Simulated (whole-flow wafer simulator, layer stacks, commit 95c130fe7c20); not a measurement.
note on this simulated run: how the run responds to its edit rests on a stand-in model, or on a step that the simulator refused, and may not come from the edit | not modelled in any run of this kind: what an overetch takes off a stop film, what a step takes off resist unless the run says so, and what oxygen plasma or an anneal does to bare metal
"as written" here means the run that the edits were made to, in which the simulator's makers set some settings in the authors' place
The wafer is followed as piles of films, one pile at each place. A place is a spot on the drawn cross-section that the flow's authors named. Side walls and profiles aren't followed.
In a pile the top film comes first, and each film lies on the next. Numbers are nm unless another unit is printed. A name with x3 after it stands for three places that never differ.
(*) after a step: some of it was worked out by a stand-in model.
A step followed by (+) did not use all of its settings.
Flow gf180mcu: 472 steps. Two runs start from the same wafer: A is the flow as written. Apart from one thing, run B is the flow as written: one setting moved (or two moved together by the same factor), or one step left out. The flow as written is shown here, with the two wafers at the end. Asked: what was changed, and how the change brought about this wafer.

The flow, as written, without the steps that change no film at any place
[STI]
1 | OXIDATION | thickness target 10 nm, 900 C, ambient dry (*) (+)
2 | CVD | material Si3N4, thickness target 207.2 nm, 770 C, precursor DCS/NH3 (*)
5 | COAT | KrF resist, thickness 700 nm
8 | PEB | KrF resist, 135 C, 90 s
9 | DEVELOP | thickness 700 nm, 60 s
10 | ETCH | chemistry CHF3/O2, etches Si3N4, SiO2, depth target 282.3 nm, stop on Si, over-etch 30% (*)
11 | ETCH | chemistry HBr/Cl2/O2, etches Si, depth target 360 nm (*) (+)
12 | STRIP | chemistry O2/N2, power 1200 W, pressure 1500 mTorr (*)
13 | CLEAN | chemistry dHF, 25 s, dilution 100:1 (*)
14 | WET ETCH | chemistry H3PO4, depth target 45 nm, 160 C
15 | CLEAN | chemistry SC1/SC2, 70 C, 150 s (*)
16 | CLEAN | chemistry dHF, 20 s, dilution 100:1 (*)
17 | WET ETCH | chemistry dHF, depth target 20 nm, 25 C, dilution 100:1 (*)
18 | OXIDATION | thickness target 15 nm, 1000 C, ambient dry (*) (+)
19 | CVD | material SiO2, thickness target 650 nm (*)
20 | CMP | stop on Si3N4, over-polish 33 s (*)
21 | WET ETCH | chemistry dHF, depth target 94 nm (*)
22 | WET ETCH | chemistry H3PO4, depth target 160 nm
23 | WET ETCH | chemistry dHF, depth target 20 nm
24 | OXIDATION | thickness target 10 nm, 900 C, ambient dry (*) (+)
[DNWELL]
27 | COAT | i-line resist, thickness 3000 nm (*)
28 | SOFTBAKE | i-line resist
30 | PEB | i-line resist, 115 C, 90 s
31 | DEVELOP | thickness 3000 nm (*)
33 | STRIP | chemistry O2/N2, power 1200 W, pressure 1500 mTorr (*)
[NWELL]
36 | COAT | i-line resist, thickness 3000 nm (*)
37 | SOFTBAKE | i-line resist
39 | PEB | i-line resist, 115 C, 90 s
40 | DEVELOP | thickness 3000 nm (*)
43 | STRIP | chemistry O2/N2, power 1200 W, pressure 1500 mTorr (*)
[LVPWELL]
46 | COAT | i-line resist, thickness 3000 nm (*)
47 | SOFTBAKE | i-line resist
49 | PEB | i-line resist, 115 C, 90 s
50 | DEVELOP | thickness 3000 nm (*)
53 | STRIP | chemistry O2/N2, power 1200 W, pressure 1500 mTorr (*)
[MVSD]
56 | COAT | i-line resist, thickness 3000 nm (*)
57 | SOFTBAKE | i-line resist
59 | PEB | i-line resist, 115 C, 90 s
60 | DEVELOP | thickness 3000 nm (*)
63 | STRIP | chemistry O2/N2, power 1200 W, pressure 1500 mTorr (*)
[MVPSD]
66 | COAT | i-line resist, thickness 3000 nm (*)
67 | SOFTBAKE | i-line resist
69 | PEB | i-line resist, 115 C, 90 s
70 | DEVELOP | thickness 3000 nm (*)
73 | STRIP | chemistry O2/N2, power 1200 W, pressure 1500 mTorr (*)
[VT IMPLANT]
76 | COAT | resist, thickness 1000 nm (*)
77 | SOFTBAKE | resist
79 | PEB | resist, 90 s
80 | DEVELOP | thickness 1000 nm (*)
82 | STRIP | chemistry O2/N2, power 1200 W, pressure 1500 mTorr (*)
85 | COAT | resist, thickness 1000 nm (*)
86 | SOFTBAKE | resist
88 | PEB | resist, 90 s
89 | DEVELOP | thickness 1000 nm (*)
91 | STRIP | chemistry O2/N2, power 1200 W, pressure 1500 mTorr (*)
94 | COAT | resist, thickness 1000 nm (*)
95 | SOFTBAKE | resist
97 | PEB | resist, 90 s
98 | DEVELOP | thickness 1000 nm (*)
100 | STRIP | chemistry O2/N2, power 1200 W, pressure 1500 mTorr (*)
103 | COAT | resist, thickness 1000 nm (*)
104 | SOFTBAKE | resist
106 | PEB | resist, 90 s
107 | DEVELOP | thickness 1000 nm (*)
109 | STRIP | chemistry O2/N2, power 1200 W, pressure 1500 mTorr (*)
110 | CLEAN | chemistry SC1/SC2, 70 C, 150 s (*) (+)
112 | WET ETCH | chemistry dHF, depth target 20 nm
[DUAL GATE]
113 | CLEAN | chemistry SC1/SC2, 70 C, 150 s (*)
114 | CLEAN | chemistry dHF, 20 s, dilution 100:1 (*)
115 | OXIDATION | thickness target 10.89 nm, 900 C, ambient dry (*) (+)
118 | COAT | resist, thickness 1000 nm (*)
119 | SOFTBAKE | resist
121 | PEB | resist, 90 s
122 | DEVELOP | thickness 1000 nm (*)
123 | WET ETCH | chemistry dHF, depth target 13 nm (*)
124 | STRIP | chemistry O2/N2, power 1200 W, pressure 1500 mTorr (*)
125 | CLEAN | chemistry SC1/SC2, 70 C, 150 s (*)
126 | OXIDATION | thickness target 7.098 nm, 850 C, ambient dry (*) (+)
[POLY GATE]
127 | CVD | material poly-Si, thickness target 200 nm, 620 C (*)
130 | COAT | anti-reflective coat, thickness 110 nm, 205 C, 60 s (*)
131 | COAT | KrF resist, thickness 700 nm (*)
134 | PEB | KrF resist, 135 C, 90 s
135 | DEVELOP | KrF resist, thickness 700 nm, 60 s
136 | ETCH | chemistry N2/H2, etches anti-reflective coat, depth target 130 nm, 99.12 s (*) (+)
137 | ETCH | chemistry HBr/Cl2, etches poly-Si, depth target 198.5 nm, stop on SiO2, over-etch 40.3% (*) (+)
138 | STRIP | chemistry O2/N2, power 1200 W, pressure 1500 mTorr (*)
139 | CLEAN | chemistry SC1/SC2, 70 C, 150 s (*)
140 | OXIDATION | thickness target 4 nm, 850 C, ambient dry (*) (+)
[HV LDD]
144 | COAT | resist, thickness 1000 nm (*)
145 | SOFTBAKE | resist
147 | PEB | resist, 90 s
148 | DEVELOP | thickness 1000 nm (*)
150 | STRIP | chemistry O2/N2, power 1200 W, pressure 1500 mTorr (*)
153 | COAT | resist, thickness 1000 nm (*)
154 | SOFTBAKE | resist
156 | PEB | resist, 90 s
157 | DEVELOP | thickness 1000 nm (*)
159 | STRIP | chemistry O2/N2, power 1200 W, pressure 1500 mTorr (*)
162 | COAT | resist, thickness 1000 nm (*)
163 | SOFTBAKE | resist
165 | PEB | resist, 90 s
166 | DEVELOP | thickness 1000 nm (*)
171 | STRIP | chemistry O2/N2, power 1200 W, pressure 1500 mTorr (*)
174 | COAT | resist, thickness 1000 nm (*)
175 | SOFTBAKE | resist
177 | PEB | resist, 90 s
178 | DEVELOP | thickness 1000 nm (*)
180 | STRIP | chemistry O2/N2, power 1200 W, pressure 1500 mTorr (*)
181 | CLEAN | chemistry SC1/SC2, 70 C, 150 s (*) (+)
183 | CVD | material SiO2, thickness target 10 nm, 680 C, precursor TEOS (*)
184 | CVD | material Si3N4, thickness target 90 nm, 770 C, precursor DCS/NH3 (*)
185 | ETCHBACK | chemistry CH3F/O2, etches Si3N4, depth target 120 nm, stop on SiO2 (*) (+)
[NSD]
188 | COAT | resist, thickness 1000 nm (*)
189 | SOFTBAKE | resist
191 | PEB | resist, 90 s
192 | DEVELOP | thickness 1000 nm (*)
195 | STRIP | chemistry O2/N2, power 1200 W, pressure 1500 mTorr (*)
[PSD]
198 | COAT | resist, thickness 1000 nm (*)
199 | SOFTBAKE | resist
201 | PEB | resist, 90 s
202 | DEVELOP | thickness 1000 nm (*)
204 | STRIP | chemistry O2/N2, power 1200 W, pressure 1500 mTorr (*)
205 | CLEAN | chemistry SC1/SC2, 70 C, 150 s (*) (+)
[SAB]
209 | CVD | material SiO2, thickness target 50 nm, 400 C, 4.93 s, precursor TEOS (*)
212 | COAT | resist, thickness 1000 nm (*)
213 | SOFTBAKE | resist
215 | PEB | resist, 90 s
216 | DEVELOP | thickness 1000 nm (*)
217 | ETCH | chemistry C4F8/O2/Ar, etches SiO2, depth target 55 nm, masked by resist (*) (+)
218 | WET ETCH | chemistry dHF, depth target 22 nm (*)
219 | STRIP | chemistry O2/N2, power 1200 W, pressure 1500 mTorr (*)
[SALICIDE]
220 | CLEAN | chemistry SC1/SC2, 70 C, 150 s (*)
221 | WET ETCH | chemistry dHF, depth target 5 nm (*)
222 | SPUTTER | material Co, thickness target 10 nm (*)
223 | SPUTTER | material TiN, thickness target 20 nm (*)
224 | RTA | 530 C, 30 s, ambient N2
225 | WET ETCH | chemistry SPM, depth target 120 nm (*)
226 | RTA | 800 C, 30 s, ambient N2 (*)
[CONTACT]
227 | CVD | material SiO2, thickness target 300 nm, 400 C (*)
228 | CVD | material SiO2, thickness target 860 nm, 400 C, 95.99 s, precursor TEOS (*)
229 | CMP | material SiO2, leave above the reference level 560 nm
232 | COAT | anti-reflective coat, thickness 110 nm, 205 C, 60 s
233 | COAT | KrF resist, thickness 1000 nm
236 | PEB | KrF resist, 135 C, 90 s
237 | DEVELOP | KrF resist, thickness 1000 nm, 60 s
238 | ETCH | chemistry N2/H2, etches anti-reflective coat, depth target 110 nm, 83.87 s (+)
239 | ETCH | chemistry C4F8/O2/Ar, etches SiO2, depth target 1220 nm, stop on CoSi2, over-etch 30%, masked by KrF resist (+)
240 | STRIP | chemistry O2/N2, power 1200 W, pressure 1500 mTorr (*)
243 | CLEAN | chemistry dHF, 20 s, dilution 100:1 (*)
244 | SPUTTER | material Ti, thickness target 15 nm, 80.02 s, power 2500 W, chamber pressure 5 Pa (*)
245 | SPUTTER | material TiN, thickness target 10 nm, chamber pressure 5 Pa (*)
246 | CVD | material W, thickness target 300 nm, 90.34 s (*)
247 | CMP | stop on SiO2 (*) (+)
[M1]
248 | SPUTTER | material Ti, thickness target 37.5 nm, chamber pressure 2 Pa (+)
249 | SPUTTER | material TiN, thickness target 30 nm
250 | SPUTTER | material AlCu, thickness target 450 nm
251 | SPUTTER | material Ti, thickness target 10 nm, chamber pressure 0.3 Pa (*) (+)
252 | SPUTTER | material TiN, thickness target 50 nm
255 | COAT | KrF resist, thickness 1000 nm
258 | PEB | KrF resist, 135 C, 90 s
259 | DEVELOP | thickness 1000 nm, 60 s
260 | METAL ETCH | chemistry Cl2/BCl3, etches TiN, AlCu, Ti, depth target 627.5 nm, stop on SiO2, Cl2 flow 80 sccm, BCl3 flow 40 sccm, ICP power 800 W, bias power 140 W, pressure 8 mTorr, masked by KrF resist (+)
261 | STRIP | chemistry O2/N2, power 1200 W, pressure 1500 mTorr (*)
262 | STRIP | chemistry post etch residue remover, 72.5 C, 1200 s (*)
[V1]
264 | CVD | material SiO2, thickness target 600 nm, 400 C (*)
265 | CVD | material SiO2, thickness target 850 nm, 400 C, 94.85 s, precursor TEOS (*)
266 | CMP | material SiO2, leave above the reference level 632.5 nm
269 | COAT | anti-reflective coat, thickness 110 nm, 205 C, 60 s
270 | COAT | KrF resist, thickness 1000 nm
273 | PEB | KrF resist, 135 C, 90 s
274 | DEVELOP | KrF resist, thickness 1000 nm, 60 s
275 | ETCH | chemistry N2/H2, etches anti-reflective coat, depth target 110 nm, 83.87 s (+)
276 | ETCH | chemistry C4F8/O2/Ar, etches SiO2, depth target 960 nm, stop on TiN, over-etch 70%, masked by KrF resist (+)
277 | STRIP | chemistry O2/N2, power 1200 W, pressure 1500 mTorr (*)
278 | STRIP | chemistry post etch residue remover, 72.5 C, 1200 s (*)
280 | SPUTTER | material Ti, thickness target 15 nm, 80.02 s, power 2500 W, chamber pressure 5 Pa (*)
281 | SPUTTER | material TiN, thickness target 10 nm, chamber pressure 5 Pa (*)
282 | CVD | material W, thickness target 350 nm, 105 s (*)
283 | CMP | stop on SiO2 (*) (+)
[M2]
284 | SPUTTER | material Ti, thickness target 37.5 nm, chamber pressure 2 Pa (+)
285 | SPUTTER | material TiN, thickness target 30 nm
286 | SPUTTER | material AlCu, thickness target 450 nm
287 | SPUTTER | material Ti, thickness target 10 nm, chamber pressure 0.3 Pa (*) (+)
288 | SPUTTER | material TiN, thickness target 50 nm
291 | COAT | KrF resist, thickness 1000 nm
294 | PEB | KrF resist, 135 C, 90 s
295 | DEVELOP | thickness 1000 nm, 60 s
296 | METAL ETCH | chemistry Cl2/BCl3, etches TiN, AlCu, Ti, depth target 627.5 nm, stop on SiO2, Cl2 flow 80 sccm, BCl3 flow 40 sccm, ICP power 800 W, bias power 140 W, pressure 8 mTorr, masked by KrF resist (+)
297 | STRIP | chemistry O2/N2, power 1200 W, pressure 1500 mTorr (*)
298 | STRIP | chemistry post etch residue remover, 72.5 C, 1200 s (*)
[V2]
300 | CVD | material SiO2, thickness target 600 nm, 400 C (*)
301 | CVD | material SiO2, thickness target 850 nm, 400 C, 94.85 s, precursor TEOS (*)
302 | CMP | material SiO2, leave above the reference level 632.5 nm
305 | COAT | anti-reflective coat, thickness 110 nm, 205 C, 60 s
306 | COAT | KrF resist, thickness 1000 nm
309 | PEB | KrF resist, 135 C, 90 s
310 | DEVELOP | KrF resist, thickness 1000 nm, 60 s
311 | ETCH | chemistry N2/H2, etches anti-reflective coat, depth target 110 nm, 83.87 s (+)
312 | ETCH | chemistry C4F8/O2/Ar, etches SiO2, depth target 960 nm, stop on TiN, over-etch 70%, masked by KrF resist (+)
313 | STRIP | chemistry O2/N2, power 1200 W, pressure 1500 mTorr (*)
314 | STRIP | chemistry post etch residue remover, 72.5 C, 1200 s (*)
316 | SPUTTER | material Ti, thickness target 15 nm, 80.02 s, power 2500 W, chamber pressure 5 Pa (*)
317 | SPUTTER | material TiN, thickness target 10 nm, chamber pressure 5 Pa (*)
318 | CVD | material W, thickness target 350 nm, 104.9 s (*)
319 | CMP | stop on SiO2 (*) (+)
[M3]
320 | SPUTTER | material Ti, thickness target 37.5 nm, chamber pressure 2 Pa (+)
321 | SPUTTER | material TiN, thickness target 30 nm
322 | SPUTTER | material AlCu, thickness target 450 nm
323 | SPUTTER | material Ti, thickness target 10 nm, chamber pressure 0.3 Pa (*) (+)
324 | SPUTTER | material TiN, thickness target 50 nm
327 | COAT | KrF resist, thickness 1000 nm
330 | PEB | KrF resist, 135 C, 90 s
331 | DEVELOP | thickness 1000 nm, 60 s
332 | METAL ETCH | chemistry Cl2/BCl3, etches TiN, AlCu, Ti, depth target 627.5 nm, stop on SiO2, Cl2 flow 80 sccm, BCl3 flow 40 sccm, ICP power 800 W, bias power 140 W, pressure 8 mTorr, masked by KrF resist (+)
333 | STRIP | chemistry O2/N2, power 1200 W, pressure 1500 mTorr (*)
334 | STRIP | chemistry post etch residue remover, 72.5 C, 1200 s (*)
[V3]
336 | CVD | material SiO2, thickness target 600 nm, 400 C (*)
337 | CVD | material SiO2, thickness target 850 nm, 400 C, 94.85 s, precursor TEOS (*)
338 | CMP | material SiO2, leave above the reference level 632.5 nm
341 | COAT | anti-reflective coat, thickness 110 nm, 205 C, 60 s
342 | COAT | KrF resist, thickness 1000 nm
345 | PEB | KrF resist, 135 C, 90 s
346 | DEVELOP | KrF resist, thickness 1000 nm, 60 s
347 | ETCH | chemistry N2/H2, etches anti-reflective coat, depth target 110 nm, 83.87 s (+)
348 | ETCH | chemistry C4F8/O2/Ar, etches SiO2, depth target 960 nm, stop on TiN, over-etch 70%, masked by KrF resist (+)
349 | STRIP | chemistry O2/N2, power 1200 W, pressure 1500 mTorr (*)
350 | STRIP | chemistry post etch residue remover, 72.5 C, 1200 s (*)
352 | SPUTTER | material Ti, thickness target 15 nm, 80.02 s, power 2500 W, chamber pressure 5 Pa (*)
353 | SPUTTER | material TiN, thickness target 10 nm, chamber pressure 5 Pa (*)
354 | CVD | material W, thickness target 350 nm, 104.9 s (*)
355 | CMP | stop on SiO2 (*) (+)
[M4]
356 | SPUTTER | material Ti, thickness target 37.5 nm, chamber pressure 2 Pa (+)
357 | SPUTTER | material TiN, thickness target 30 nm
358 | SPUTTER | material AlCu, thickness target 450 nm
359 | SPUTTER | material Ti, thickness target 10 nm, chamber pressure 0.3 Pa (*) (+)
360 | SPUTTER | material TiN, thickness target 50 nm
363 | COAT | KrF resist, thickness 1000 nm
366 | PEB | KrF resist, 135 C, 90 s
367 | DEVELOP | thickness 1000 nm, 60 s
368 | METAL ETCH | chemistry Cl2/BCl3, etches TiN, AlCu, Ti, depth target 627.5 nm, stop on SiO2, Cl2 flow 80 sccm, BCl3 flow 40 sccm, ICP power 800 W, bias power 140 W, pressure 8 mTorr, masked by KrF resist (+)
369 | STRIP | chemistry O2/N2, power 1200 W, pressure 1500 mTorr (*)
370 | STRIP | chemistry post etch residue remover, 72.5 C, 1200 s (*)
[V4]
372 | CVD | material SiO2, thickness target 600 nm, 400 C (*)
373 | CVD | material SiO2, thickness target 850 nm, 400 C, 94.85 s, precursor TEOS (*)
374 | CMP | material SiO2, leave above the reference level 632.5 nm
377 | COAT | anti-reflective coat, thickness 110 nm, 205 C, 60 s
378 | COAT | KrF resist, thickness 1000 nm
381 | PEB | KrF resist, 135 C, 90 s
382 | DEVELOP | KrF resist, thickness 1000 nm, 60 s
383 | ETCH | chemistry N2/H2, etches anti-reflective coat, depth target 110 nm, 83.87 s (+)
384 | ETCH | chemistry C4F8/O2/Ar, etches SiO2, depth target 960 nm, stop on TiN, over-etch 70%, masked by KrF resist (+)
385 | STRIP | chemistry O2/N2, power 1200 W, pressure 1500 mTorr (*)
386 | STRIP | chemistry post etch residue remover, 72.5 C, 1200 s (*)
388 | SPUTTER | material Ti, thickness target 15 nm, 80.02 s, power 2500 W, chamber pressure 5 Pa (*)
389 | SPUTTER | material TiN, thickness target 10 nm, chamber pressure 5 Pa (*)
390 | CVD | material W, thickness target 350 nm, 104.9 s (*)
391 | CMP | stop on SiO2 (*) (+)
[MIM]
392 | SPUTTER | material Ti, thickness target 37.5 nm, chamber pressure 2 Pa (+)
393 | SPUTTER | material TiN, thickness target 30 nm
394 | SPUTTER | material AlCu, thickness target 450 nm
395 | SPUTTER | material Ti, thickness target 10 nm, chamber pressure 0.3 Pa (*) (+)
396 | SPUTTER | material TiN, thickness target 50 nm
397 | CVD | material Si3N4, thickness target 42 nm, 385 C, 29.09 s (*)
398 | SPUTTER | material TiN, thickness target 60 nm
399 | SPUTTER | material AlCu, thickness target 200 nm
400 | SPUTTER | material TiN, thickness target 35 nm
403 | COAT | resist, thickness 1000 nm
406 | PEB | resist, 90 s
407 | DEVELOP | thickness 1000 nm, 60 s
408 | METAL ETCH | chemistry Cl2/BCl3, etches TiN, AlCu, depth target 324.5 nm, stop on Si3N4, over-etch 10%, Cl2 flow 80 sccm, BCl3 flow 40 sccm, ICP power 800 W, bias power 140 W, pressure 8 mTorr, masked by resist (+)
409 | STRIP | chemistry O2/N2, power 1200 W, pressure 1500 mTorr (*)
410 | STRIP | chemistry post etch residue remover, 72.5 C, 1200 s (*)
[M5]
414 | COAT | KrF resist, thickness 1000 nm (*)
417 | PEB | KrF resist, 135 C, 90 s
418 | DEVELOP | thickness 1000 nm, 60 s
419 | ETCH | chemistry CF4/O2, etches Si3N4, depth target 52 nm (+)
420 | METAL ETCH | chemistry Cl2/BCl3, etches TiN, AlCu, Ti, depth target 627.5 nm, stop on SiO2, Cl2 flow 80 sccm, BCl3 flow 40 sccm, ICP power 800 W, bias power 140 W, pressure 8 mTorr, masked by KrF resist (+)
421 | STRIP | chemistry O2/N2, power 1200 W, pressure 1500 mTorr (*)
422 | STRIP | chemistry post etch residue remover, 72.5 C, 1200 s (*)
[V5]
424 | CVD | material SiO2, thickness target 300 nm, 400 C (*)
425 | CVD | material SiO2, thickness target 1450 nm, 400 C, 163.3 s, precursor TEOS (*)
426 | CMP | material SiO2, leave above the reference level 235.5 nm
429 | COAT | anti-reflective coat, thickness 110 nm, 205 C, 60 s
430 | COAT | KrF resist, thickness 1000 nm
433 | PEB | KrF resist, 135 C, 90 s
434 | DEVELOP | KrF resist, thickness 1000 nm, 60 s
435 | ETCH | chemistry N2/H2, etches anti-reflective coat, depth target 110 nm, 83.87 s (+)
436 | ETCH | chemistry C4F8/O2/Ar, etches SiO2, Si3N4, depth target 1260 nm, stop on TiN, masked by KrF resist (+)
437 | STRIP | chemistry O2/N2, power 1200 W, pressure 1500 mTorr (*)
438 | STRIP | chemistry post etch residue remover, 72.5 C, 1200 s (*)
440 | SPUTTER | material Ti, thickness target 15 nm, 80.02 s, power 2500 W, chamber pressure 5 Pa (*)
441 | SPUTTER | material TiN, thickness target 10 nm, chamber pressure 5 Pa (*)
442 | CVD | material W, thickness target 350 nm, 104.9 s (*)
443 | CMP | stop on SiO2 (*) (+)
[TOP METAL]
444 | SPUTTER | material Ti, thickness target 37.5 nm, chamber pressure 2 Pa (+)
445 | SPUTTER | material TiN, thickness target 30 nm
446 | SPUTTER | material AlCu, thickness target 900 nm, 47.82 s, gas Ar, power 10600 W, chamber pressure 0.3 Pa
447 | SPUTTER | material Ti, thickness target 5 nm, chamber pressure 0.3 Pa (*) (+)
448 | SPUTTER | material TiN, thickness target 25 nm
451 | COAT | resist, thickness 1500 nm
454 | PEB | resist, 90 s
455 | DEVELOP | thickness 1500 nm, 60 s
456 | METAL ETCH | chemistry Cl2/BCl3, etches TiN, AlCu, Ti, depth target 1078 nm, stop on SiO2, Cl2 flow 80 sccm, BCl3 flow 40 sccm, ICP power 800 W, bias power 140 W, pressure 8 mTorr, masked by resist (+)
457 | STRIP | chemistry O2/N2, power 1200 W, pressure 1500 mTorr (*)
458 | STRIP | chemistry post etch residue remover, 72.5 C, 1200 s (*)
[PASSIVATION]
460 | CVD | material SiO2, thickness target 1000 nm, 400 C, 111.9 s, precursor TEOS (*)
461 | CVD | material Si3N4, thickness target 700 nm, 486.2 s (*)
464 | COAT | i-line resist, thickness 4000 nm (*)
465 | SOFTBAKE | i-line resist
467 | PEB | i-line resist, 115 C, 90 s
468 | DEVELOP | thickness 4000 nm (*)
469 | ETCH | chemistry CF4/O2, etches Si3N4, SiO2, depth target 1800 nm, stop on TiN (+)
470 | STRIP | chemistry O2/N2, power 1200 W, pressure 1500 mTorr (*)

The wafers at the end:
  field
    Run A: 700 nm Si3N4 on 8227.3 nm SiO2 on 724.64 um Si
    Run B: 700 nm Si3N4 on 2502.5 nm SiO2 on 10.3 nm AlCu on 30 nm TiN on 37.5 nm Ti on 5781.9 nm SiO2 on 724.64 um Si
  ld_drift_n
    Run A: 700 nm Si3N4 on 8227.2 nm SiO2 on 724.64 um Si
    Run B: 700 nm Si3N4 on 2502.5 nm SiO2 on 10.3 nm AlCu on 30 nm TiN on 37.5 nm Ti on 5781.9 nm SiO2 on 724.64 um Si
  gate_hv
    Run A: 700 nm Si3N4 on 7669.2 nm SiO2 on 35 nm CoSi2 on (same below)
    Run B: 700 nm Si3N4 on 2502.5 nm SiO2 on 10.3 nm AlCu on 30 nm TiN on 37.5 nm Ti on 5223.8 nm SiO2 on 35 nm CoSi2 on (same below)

Cause: step 394, SPUTTER: thickness target 585 nm was run, whereas the flow has thickness target 450 nm.

The path from the change to this, step by step:
  394 | SPUTTER | material AlCu, thickness target 450 nm
      field, field__w1, field__w2 and 108 more: A +450 AlCu (new film) | B +585 AlCu (new film)
  420 | METAL ETCH | chemistry Cl2/BCl3, etches TiN, AlCu, Ti, depth target 627.5 nm, stop on SiO2, Cl2 flow 80 sccm, BCl3 flow 40 sccm, ICP power 800 W, bias power 140 W, pressure 8 mTorr, masked by KrF resist (+)
      field, field__w1, field__w2 and 101 more: A -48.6 TiN (all of it), -10 Ti (all of it), -450 AlCu (all of it), -30 TiN (all of it), -37.5 Ti (all of it) | B -48.6 TiN (all of it), -10 Ti (all of it), -568.9 AlCu
  422 | STRIP | chemistry post etch residue remover, 72.5 C, 1200 s (*)
      field, field__w1, field__w2 and 101 more: A nothing | B -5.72 AlCu
  424 | CVD | material SiO2, thickness target 300 nm, 400 C (*)
      field, field__w1, field__w2 and 101 more: A +300 SiO2 | B +300 SiO2 (new film)
  426 | CMP | material SiO2, leave above the reference level 235.5 nm
      field, field__w1, field__w5 and 92 more: A -300.8 SiO2 | B -243.7 SiO2
      field__w2, field__w3, field__w12 and 6 more: A -272.7 SiO2 | B -212.9 SiO2
Taking metal films that touch as one body, field has 1 body; the flow as written gives 0 bodies.
Taking metal films that touch as one body, ld_drift_n has 1 body; the flow as written gives 0 bodies.
Taking metal films that touch as one body, gate_hv has 2 bodies (between them, from the top down: SiO2 5223.8); the flow as written gives 1 body.
